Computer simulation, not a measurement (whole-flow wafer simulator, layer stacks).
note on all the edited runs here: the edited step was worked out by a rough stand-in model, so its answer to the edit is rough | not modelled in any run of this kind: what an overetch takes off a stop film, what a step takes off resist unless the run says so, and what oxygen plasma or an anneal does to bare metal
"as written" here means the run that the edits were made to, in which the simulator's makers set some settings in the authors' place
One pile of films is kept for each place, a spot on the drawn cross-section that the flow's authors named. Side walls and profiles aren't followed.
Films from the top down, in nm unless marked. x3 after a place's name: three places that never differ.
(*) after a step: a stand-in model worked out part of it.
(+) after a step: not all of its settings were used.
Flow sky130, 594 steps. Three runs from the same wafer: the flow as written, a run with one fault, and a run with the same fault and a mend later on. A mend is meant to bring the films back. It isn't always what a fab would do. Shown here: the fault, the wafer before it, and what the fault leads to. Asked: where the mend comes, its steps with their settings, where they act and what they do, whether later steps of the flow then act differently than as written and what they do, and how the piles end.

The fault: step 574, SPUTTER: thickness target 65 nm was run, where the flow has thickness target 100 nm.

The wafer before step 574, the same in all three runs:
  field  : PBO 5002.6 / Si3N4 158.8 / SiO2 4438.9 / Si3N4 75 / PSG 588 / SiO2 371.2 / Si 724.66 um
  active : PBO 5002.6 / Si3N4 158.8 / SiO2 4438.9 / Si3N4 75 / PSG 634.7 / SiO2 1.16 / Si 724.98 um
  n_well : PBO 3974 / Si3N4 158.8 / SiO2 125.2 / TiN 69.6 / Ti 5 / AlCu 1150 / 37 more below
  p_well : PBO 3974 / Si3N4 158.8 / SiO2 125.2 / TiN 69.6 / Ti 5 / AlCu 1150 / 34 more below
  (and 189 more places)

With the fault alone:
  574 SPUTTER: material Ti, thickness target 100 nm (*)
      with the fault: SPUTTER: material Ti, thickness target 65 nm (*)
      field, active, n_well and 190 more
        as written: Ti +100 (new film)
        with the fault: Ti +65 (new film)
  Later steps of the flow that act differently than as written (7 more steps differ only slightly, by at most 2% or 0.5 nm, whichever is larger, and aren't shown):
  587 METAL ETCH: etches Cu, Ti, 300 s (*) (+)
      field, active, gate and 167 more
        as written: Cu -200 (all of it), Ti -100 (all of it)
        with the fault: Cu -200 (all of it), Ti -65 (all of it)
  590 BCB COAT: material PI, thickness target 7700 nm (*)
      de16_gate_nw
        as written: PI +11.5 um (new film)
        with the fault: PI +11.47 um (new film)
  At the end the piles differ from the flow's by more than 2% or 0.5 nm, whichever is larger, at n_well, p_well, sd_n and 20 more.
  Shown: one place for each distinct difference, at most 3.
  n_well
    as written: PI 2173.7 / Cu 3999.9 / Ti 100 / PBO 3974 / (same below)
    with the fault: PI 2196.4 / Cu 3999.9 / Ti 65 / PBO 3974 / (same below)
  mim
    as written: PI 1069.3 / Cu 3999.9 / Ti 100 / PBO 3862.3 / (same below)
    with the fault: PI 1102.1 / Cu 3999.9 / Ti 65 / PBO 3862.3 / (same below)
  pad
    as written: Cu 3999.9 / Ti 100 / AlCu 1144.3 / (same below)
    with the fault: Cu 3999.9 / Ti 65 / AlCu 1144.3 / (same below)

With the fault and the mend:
  The mend comes after step 574.
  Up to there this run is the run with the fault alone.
  574a SPUTTER: material Ti, thickness target 35 nm (*) (the flow's step 574 once more, with other settings)
      field, active, n_well and 190 more
        Ti +35
  No later step of the flow acts differently than as written at any place that is followed.
  At the end the piles are the same as the flow's at every place that both follow.
